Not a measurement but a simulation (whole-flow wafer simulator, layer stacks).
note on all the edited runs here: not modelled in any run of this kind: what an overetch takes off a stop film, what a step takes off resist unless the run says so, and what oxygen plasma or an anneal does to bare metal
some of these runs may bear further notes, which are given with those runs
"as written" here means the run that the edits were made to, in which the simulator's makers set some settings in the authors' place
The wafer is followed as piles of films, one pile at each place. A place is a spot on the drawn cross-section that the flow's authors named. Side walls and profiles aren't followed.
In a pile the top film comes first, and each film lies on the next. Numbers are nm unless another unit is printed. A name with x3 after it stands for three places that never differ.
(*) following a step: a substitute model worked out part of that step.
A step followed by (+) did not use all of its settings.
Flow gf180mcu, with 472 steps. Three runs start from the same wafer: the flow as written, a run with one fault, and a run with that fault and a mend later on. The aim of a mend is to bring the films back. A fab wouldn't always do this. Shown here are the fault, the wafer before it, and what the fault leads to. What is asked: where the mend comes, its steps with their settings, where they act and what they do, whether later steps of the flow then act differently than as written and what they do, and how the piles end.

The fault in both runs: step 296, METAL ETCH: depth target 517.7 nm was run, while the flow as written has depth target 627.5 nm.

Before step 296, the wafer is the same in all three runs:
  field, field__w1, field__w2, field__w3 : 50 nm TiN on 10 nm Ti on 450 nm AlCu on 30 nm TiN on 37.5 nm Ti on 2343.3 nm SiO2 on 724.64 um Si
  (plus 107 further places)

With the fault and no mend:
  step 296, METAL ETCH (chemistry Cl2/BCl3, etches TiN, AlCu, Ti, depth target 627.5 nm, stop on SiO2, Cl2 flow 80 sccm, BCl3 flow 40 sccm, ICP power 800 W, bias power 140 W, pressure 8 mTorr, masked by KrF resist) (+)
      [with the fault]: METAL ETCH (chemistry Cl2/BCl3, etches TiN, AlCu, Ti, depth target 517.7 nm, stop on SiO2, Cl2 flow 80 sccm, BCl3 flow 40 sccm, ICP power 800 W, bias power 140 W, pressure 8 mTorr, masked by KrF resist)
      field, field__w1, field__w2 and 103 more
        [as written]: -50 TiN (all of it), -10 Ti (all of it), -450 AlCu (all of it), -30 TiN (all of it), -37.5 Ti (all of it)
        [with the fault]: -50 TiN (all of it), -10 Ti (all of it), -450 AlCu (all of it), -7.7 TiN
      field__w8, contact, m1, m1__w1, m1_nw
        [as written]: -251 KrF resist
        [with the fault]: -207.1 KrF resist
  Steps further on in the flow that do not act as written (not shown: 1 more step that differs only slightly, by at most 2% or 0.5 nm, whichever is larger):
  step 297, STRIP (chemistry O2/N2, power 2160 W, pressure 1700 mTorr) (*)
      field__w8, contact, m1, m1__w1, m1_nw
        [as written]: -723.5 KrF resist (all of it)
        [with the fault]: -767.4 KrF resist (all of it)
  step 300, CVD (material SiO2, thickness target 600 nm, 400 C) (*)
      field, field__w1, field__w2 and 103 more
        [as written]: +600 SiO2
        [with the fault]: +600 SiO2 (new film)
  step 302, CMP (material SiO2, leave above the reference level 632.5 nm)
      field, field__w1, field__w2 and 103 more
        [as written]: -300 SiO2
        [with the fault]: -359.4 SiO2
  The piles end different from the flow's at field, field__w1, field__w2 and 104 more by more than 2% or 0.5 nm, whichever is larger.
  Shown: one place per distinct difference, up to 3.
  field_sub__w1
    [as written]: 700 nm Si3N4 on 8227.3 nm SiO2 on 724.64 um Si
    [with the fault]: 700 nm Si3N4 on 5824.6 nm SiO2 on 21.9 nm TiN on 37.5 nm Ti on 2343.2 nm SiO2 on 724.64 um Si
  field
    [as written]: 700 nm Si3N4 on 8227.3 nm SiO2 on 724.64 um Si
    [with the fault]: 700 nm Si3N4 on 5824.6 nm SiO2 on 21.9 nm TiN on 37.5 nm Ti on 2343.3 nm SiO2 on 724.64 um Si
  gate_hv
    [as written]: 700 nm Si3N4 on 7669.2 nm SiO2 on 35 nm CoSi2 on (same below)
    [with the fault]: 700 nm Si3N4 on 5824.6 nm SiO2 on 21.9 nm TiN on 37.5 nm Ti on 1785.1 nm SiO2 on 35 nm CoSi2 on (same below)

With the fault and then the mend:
  The mend follows step 298.
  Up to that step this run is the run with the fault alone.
  step 298a, DEHYDRATE (200 C, 60 s) (the flow's step 289 again)
      does not change any film at any place that is followed
  step 298b, HMDS (120 C, 60 s) (the flow's step 290 again)
      does not change any film at any place that is followed
  step 298c, COAT (KrF resist, thickness 1000 nm) (*) (the flow's step 291 again)
      iso_ptap_pw, iso_ntap_nw, iso_nw_fld and 33 more
        +1000 KrF resist (new film)
      field__w7, field__w11, field__w13 and 9 more
        +1003.4 KrF resist (new film)
      field_sub, field_sub__w1, field_sub__w2 and 6 more
        +1002.9 KrF resist (new film)
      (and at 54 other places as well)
  step 298d, SOFTBAKE (KrF resist) (the flow's step 292 again)
      does not change any film at any place that is followed
  step 298e, EXPOSE (photomask Metal2) (the flow's step 293 again)
      does not change any film at any place that is followed
  step 298f, PEB (KrF resist, 135 C, 90 s) (the flow's step 294 again)
      field__w1, field__w2, field__w3 and 55 more
        -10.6 KrF resist
      iso_ptap_pw, iso_ntap_nw, iso_nw_fld and 33 more
        -10.5 KrF resist
      gate_hv, sd_p, nw_enc_fld_lv__w3, polyc_n, polyc_n_rim
        -10.7 KrF resist
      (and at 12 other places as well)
  step 298g, DEVELOP (thickness 1000 nm, 60 s) (the flow's step 295 again)
      iso_ptap_pw, iso_ntap_nw, iso_nw_fld and 33 more
        -989.5 KrF resist (all of it)
      field__w7, field__w11, field__w13 and 9 more
        -992.8 KrF resist (all of it)
      field_sub__w2, field_sub__w3, field_sub__w4 and 7 more
        -992.4 KrF resist (all of it)
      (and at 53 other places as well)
  step 298h, METAL ETCH (chemistry Cl2/BCl3, etches TiN, AlCu, Ti, depth target 109.8 nm, stop on SiO2, Cl2 flow 80 sccm, BCl3 flow 40 sccm, ICP power 800 W, bias power 140 W, pressure 8 mTorr, masked by KrF resist) (+) (the flow's step 296 again, with other settings)
      field, field__w1, field__w2 and 103 more
        -21.9 TiN (all of it), -37.5 Ti (all of it)
      field__w8, contact, m1, m1__w1, m1_nw
        -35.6 KrF resist
  step 298i, STRIP (chemistry O2/N2, power 2160 W, pressure 1700 mTorr) (*) (the flow's step 297 again)
      field__w8
        -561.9 KrF resist (all of it)
      contact
        -559.8 KrF resist (all of it)
      m1
        -563 KrF resist (all of it)
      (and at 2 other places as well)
  step 298j, STRIP (chemistry post etch residue remover, 72.5 C, 1200 s) (*) (the flow's step 298 again)
      field__w8, contact, m1, m1__w1, m1_nw
        -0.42 TiN
  Later steps of the flow that are run all act as written at every place that is followed, up to a difference of at most 2% or 0.5 nm, whichever is larger.
  When the end is reached, the piles differ only a little from the flow's at the places that both follow, at most by 2% or 0.5 nm, whichever is larger.
